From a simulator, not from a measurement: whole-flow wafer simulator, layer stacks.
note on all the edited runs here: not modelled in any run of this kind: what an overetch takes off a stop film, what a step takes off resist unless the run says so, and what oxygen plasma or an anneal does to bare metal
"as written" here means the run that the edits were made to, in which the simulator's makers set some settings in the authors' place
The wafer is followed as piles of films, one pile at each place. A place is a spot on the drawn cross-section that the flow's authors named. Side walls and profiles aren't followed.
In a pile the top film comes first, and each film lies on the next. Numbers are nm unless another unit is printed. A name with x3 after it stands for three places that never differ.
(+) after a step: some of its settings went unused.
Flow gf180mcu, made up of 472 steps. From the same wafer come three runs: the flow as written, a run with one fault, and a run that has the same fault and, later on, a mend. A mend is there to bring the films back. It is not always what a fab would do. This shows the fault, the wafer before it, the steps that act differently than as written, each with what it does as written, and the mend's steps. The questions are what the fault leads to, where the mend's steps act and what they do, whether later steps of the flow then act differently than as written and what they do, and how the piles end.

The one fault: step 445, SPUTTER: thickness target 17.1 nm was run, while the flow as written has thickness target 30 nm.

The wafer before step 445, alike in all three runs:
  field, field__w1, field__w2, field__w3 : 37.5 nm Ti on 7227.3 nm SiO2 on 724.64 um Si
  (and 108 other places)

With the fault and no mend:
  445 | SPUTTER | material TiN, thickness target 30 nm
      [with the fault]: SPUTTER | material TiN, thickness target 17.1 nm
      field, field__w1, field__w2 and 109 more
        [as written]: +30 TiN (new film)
        [with the fault]: +17.1 TiN (new film)
  Later steps of the flow acting differently than as written (4 more steps, not shown, differ only slightly: by at most 2% or 0.5 nm, whichever is larger):
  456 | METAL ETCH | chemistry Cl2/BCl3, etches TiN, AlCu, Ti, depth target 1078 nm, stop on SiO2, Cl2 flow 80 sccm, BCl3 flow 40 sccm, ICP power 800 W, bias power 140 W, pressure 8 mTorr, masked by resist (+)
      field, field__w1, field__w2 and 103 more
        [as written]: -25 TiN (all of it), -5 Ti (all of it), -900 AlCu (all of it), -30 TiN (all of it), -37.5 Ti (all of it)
        [with the fault]: -25 TiN (all of it), -5 Ti (all of it), -900 AlCu (all of it), -17.1 TiN (all of it), -37.5 Ti (all of it)
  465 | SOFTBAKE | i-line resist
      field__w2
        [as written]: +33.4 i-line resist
        [with the fault]: +32.7 i-line resist
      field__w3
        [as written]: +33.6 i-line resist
        [with the fault]: +32.9 i-line resist
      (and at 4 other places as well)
  By the end, the piles at field__w8, contact, m1, m1__w1, pad, m1_nw depart from the flow's by more than 2% or 0.5 nm, whichever is larger.
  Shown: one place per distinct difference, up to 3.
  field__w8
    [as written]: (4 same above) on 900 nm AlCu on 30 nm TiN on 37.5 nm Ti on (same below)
    [with the fault]: (4 same above) on 900 nm AlCu on 17.1 nm TiN on 37.5 nm Ti on (same below)
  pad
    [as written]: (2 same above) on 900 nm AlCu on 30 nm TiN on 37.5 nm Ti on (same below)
    [with the fault]: (2 same above) on 900 nm AlCu on 17.1 nm TiN on 37.5 nm Ti on (same below)

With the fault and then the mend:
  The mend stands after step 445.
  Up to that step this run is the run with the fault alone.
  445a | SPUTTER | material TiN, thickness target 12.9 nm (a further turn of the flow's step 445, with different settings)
      field, field__w1, field__w2 and 109 more
        +12.9 TiN
  Every later step of the flow that is run acts as written at every place that is followed.
  By the end, the piles equal the flow's at every place that both follow.
